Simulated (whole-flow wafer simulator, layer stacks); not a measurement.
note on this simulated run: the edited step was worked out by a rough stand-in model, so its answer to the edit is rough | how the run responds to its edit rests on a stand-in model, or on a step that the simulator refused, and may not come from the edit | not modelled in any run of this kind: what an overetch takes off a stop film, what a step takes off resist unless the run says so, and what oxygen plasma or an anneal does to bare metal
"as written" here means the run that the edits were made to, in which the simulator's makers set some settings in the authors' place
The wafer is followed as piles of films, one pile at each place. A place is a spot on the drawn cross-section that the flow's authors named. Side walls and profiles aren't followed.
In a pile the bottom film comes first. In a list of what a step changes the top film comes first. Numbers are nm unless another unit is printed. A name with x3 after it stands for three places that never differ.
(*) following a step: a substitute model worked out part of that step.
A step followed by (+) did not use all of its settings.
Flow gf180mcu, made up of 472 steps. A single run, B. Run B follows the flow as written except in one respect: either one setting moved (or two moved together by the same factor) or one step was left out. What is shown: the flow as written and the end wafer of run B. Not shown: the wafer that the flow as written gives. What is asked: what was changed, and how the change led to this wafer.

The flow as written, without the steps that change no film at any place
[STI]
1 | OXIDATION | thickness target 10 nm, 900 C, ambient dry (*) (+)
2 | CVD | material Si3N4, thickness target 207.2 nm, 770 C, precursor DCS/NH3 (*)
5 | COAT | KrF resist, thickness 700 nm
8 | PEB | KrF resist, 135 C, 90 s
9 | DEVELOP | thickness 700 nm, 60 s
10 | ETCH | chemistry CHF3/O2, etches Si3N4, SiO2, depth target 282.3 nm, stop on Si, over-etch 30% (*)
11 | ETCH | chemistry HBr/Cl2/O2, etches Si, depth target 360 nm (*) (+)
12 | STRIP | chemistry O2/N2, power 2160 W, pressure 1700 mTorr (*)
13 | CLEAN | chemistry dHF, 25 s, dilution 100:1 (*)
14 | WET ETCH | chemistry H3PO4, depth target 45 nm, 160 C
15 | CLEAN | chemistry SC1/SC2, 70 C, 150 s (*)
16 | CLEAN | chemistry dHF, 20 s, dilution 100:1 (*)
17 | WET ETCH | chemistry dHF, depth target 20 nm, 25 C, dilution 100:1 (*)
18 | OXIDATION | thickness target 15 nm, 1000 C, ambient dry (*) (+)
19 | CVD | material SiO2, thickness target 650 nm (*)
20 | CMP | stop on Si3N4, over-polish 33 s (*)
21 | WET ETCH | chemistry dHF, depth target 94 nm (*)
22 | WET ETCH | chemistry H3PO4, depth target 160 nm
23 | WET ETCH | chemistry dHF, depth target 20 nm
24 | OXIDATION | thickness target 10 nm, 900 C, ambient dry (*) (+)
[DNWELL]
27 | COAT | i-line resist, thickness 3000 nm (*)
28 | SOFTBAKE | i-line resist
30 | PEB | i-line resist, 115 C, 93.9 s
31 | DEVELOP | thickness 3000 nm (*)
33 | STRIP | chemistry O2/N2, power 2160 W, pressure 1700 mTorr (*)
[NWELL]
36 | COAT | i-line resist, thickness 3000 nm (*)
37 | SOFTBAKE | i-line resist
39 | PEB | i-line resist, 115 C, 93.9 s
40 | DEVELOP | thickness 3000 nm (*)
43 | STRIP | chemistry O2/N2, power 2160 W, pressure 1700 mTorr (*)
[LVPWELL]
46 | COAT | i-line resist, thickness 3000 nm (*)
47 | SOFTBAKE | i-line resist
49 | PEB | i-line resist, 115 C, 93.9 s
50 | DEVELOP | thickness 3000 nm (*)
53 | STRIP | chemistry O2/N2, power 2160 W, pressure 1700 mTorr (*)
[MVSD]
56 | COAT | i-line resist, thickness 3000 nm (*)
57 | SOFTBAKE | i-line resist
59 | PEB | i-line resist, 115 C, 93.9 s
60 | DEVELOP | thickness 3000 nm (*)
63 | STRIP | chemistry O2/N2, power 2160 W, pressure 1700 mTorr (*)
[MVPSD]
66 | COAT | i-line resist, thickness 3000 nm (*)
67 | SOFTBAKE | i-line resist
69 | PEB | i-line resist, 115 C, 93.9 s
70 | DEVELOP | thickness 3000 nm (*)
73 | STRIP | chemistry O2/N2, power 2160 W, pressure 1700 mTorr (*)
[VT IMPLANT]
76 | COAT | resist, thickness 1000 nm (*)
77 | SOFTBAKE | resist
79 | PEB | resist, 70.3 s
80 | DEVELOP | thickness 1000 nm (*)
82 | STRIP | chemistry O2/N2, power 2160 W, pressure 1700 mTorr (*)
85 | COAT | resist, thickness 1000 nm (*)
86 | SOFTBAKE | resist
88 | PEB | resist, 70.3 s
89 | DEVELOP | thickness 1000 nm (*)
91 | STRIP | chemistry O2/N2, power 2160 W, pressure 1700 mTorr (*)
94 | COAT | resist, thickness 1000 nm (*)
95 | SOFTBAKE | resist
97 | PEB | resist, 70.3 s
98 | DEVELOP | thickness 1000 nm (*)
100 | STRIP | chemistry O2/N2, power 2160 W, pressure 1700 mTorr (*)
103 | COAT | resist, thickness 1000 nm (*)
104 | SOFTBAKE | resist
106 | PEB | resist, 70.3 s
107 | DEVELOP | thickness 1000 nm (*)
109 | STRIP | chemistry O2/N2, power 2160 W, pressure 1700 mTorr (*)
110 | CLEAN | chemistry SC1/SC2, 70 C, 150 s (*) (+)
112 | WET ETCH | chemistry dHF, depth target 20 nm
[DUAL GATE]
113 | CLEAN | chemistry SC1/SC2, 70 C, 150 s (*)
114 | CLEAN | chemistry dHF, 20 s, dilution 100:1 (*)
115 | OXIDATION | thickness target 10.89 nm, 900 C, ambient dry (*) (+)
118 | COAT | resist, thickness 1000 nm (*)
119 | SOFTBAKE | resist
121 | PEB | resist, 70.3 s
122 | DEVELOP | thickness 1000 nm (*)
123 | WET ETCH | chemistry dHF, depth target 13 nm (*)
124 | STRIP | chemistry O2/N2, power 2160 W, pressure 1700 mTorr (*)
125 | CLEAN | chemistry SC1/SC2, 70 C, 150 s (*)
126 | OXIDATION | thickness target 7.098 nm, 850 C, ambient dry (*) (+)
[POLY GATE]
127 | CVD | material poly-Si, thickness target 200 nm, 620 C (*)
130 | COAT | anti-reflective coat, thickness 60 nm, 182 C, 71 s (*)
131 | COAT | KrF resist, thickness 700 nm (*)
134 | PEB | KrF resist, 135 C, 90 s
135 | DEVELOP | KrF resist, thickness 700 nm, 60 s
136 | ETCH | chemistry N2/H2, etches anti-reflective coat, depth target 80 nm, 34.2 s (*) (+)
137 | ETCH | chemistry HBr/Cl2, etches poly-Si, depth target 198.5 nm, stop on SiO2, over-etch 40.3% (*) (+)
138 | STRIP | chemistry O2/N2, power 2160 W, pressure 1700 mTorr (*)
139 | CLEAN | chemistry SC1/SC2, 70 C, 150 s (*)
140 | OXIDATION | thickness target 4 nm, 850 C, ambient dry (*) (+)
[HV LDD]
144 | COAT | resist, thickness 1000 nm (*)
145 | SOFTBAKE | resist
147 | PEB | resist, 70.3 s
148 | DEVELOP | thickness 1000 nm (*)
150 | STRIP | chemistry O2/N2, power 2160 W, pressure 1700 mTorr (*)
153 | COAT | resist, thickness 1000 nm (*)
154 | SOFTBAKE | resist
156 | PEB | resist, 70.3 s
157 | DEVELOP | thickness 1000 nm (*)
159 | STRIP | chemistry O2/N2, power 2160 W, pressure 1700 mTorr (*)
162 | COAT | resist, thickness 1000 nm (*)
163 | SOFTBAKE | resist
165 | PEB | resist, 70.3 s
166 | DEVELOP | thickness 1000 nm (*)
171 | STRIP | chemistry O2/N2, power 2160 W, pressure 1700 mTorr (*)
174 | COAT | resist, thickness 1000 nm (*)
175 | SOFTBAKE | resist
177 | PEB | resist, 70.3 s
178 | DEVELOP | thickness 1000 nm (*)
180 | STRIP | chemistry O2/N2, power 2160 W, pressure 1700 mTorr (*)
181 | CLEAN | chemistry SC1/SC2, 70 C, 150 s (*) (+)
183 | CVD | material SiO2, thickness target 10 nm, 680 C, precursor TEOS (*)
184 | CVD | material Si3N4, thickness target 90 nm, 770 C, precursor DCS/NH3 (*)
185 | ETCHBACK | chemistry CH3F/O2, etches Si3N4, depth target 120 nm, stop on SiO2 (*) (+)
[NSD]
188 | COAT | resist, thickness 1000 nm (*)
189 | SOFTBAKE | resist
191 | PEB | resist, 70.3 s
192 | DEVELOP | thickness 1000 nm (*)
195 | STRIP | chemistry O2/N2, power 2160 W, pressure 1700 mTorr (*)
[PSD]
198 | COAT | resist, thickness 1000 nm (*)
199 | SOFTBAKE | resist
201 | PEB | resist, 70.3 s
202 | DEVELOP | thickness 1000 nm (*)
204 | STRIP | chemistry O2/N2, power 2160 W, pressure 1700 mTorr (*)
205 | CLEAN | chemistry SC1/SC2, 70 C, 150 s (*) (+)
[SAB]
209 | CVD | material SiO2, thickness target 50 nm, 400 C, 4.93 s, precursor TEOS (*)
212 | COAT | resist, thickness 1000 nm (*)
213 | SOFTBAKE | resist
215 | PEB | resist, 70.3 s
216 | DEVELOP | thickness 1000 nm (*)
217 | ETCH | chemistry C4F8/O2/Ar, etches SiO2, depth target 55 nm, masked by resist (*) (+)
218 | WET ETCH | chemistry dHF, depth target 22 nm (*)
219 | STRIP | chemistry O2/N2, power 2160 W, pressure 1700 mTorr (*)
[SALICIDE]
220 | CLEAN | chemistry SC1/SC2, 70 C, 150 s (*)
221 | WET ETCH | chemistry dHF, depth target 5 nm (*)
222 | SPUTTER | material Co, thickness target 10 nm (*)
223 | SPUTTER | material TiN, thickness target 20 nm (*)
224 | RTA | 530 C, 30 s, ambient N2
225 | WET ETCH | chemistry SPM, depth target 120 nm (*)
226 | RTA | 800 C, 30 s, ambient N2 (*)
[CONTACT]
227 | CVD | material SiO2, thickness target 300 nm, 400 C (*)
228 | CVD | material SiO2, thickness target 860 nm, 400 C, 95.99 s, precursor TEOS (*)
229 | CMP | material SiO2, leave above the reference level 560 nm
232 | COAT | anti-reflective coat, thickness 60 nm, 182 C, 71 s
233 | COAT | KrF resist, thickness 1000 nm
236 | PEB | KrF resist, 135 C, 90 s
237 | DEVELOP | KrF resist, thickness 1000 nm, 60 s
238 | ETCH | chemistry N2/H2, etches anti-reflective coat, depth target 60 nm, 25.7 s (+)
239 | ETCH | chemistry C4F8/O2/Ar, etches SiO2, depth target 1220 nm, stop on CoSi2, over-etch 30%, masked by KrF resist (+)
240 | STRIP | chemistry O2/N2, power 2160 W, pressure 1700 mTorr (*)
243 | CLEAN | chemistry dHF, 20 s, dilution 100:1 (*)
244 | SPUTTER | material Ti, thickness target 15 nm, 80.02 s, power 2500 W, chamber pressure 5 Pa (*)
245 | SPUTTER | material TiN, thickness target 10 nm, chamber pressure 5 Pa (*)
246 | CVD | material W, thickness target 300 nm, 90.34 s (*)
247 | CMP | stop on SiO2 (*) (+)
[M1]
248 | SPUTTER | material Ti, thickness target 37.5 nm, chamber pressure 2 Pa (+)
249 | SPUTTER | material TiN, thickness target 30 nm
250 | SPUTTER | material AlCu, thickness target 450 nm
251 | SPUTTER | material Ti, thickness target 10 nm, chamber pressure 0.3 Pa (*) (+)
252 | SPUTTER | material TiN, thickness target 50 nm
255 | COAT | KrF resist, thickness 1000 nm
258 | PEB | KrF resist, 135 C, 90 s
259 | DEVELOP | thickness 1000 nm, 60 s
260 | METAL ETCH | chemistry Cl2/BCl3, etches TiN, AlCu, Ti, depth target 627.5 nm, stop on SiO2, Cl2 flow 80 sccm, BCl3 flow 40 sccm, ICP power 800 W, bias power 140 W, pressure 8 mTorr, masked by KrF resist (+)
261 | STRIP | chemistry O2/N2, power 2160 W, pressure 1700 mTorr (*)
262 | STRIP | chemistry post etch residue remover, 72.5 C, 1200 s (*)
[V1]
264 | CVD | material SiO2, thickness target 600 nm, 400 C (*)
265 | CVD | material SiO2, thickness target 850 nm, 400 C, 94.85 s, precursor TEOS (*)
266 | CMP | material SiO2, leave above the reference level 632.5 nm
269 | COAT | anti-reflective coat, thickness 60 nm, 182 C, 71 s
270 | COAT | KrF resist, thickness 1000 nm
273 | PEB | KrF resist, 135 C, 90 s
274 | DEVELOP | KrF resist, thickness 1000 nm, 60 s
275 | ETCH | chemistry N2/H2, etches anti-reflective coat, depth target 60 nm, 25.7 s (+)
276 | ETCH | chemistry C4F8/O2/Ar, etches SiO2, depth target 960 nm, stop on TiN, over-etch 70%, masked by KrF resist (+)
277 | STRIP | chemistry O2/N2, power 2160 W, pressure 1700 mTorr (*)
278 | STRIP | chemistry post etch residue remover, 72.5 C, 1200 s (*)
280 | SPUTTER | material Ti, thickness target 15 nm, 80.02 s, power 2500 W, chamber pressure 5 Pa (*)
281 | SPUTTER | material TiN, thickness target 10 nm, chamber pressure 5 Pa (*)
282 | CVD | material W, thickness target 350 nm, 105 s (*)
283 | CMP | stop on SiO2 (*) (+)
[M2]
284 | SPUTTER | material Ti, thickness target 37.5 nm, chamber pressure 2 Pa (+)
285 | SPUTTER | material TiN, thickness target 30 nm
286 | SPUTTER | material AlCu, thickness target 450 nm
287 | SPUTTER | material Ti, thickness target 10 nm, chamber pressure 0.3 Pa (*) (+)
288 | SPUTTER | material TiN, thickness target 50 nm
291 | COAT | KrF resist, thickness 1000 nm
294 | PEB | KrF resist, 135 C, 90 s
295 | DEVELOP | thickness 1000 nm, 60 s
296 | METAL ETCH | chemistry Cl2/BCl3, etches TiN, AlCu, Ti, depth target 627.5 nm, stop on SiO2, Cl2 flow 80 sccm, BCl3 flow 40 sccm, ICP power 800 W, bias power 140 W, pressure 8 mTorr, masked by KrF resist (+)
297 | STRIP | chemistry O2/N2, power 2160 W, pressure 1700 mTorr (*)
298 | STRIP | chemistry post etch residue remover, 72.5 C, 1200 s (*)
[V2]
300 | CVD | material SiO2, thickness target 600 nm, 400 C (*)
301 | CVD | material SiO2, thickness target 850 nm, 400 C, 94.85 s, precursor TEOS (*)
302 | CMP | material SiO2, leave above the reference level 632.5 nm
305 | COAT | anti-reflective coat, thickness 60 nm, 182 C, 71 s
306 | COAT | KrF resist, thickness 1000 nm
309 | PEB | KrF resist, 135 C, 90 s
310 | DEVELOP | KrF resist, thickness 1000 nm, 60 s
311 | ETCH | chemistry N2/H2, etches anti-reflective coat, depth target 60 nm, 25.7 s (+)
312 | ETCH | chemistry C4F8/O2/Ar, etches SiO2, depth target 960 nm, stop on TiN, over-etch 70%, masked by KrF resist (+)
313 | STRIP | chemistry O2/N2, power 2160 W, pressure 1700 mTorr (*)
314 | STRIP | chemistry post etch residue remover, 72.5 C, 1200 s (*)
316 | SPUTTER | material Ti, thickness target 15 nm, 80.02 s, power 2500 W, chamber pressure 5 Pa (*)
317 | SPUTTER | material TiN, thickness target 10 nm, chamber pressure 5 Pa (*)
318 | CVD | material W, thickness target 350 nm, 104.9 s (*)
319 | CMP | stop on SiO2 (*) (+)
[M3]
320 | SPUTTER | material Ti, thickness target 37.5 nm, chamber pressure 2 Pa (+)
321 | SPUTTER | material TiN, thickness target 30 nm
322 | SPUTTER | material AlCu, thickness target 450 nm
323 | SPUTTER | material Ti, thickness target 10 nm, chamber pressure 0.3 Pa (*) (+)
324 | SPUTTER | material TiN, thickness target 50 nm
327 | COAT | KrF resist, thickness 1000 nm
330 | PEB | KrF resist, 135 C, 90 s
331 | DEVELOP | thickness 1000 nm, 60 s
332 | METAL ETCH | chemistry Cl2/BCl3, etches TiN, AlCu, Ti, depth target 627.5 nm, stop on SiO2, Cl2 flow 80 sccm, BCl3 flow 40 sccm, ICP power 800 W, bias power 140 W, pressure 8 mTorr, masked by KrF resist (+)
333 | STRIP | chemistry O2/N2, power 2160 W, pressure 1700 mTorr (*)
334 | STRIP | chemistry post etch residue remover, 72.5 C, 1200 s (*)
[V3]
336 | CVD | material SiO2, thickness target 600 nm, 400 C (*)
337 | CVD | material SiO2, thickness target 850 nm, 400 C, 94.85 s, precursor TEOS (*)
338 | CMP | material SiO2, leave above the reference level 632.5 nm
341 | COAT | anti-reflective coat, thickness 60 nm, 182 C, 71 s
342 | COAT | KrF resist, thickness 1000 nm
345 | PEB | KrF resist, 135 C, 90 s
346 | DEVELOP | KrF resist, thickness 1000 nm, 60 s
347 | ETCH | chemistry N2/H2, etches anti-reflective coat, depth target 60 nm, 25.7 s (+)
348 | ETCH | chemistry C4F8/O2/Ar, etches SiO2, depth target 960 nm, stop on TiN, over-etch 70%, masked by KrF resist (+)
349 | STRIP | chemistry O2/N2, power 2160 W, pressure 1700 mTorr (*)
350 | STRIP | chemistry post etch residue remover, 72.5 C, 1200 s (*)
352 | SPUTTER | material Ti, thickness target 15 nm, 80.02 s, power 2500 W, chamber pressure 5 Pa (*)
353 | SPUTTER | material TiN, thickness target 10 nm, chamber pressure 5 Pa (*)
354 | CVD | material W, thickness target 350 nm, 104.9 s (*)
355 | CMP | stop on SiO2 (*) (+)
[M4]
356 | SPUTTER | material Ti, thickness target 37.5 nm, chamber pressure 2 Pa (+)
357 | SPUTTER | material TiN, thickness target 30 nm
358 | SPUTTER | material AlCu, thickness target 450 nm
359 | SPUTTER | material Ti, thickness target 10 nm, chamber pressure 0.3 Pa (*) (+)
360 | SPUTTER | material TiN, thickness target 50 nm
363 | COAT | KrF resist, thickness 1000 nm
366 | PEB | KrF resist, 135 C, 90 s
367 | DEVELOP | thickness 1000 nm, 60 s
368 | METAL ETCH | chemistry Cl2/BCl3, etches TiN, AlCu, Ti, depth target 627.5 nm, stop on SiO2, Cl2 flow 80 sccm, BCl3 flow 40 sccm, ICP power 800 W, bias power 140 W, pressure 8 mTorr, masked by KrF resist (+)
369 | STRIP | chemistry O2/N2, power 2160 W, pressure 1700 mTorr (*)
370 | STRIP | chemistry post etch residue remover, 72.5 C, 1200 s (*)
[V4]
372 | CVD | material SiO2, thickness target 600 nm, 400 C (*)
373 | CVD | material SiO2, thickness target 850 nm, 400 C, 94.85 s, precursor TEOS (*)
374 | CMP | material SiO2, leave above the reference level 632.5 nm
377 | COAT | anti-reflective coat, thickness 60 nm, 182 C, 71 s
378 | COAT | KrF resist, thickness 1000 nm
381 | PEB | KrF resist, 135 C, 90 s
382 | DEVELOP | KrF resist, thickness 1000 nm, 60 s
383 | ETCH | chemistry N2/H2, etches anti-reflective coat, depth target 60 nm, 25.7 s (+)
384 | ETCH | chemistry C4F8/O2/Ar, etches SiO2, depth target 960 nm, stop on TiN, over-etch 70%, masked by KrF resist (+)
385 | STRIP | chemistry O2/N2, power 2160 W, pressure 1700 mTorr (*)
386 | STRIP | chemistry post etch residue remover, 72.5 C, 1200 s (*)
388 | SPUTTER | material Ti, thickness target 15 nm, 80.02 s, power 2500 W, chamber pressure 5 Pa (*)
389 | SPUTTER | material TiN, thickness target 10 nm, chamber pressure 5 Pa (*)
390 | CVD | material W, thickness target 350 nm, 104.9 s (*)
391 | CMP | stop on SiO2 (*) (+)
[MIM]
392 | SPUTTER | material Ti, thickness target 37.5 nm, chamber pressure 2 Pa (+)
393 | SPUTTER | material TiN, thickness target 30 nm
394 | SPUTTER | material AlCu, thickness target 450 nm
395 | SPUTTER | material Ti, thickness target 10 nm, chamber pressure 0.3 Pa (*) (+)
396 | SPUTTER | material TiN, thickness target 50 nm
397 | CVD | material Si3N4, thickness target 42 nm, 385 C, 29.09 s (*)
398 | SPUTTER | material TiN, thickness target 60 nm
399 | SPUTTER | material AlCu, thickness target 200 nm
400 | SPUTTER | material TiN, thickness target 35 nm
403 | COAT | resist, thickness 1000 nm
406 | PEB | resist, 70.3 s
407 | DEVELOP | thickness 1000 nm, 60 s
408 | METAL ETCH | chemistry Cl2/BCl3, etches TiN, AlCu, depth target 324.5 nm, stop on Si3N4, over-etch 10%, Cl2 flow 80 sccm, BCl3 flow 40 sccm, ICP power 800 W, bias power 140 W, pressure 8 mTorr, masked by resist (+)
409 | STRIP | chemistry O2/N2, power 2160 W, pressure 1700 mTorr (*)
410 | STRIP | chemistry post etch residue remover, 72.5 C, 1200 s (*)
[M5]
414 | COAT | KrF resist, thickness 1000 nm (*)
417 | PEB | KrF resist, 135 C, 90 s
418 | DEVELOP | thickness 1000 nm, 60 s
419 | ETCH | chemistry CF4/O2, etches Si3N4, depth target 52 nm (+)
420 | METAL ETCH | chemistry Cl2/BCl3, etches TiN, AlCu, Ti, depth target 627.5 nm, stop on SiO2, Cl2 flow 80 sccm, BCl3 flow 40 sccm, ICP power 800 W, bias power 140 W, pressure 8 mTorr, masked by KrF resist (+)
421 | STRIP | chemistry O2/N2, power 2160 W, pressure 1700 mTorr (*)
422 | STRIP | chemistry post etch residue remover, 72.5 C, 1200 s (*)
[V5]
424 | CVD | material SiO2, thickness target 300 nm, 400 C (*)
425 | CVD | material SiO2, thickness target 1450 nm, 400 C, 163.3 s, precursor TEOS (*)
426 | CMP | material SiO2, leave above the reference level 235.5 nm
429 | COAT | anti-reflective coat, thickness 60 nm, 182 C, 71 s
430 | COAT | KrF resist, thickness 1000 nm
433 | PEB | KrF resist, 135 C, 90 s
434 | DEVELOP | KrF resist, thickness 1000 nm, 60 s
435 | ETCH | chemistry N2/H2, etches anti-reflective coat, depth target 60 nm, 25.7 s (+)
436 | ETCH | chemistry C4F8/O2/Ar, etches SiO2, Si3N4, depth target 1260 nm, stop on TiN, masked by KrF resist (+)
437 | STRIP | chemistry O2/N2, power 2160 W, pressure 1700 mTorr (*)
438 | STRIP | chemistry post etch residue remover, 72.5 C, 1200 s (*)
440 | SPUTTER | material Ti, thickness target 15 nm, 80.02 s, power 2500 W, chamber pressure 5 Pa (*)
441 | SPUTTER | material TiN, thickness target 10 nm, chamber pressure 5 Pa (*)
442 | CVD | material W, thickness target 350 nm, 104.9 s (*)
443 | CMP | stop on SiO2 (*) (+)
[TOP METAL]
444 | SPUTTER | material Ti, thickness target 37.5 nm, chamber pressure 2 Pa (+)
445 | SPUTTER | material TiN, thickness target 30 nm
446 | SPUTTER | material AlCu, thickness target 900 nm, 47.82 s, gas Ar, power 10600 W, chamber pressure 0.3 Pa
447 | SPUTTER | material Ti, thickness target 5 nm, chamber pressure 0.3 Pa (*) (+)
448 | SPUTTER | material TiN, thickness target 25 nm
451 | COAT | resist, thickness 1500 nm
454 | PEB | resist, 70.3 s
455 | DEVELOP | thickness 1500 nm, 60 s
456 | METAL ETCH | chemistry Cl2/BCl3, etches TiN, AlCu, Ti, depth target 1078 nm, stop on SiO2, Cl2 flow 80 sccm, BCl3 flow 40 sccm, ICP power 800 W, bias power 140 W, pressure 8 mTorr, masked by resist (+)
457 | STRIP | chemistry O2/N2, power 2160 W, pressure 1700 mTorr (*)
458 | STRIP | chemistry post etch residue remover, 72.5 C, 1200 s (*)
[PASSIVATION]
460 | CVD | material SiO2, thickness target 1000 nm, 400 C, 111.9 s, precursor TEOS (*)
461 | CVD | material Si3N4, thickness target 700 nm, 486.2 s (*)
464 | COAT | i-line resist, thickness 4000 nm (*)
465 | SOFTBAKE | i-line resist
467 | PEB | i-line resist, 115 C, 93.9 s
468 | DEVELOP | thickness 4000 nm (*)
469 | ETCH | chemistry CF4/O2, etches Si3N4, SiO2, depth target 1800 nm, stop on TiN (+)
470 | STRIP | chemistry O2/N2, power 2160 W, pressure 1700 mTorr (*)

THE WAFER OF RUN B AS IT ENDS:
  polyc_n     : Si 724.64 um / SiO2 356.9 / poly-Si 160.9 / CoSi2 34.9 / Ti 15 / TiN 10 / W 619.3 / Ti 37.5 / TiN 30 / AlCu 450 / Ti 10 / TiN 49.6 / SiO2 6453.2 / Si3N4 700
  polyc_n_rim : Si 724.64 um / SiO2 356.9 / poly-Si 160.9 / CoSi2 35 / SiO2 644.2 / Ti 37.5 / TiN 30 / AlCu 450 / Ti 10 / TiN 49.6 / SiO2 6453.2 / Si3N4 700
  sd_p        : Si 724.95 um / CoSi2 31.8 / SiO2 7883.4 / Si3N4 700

What caused this: step 19, CVD: thickness target 500 nm was run, while the flow as written has thickness target 650 nm.

How this came from the change, step by step:
  19 | CVD | material SiO2, thickness target 650 nm (*)
      active, n_well, p_well and 40 more: SiO2 gains 500 (new film) (as written it would have been: SiO2 gains 650 (new film))
      field, field_sub, sti and 23 more: SiO2 gains 500 (as written it would have been: SiO2 gains 650)
      (also at 11 further places)
  20 | CMP | stop on Si3N4, over-polish 33 s (*)
      sti, mim_1p0, pad and 11 more: nothing (as written it would have been: SiO2 loses 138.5)
      nw_enc_fld, nw_enc_fld_lv: nothing (as written it would have been: SiO2 loses 142.5)
      (also at 64 further places)
  28 | SOFTBAKE | i-line resist
      ldn_fp, ldn_drn: i-line resist gains 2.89 (as written it would have been: i-line resist gains 4.83)
      gate_hv: i-line resist gains 2.09 (as written it would have been: i-line resist gains 2.73)
      (also at 25 further places)
  37 | SOFTBAKE | i-line resist
      ldn_fp, ldn_drn: i-line resist gains 2.89 (as written it would have been: i-line resist gains 4.83)
      gate_hv: i-line resist gains 2.09 (as written it would have been: i-line resist gains 2.73)
      (also at 25 further places)
  47 | SOFTBAKE | i-line resist
      ldn_fp, ldn_drn: i-line resist gains 2.89 (as written it would have been: i-line resist gains 4.83)
      gate_hv: i-line resist gains 2.09 (as written it would have been: i-line resist gains 2.73)
      (also at 25 further places)
  57 | SOFTBAKE | i-line resist
      ldn_fp, ldn_drn: i-line resist gains 2.89 (as written it would have been: i-line resist gains 4.83)
      gate_hv: i-line resist gains 2.09 (as written it would have been: i-line resist gains 2.73)
      (also at 25 further places)
  67 | SOFTBAKE | i-line resist
      ldn_fp, ldn_drn: i-line resist gains 2.89 (as written it would have been: i-line resist gains 4.83)
      gate_hv: i-line resist gains 2.09 (as written it would have been: i-line resist gains 2.73)
      (also at 25 further places)
  77 | SOFTBAKE | resist
      iso_ptap_sub: resist gains 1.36 (as written it would have been: resist gains 1.9)
  86 | SOFTBAKE | resist
      iso_ptap_sub: resist gains 1.36 (as written it would have been: resist gains 1.9)
  95 | SOFTBAKE | resist
      iso_ptap_sub: resist gains 1.36 (as written it would have been: resist gains 1.9)
  104 | SOFTBAKE | resist
      iso_ptap_sub: resist gains 1.36 (as written it would have been: resist gains 1.9)
  119 | SOFTBAKE | resist
      iso_ptap_sub: resist gains 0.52 (as written it would have been: resist gains 1.06)
  130 | COAT | anti-reflective coat, thickness 60 nm, 182 C, 71 s (*)
      sti, mim_1p0, pad, dice_street: anti-reflective coat gains 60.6 (new film) (as written it would have been: anti-reflective coat gains 55.7 (new film))
      p_well, spacer, sd_n: anti-reflective coat gains 64.2 (new film) (as written it would have been: anti-reflective coat gains 70.9 (new film))
      (also at 51 further places)
  136 | ETCH | chemistry N2/H2, etches anti-reflective coat, depth target 80 nm, 34.2 s (*) (+)
      sti, mim_1p0, pad, dice_street: anti-reflective coat loses 60.6 (all of it), poly-Si loses 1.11 (as written it would have been: anti-reflective coat loses 55.7 (all of it), poly-Si loses 1.24)
      p_well, spacer, sd_n: anti-reflective coat loses 64.2 (all of it), poly-Si loses 1.02 (as written it would have been: anti-reflective coat loses 70.9 (all of it), poly-Si loses 0.85)
      (also at 39 further places)
  138 | STRIP | chemistry O2/N2, power 2160 W, pressure 1700 mTorr (*)
      gate: chemical SiO2 gains 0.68 (new film), KrF resist loses 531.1 (all of it), anti-reflective coat loses 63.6 (all of it), poly-Si loses 0.3 (as written it would have been: chemical SiO2 gains 0.68 (new film), KrF resist loses 531.7 (all of it), anti-reflective coat loses 65.5 (all of it), poly-Si loses 0.3)
      gate_p: chemical SiO2 gains 0.68 (new film), KrF resist loses 530.9 (all of it), anti-reflective coat loses 63.4 (all of it), poly-Si loses 0.3 (as written it would have been: chemical SiO2 gains 0.68 (new film), KrF resist loses 530.6 (all of it), anti-reflective coat loses 65.9 (all of it), poly-Si loses 0.3)
      (also at 10 further places)
  145 | SOFTBAKE | resist
      iso_ptap_sub: resist gains 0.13 (as written it would have been: resist gains 0.67)
  ... another 12 steps ...
  229 | CMP | material SiO2, leave above the reference level 560 nm
      sti, mim_1p0, pad, dice_street, iso_nw_fld, iso_fld_sub: SiO2 loses 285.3 (as written it would have been: SiO2 loses 296.8)
      ldn_out, ldn_fld__w1, ldp_out, ldp_fld__w2, ldp_fld__w3: SiO2 loses 299.5 (as written it would have been: SiO2 loses 311)
      (also at 19 further places)
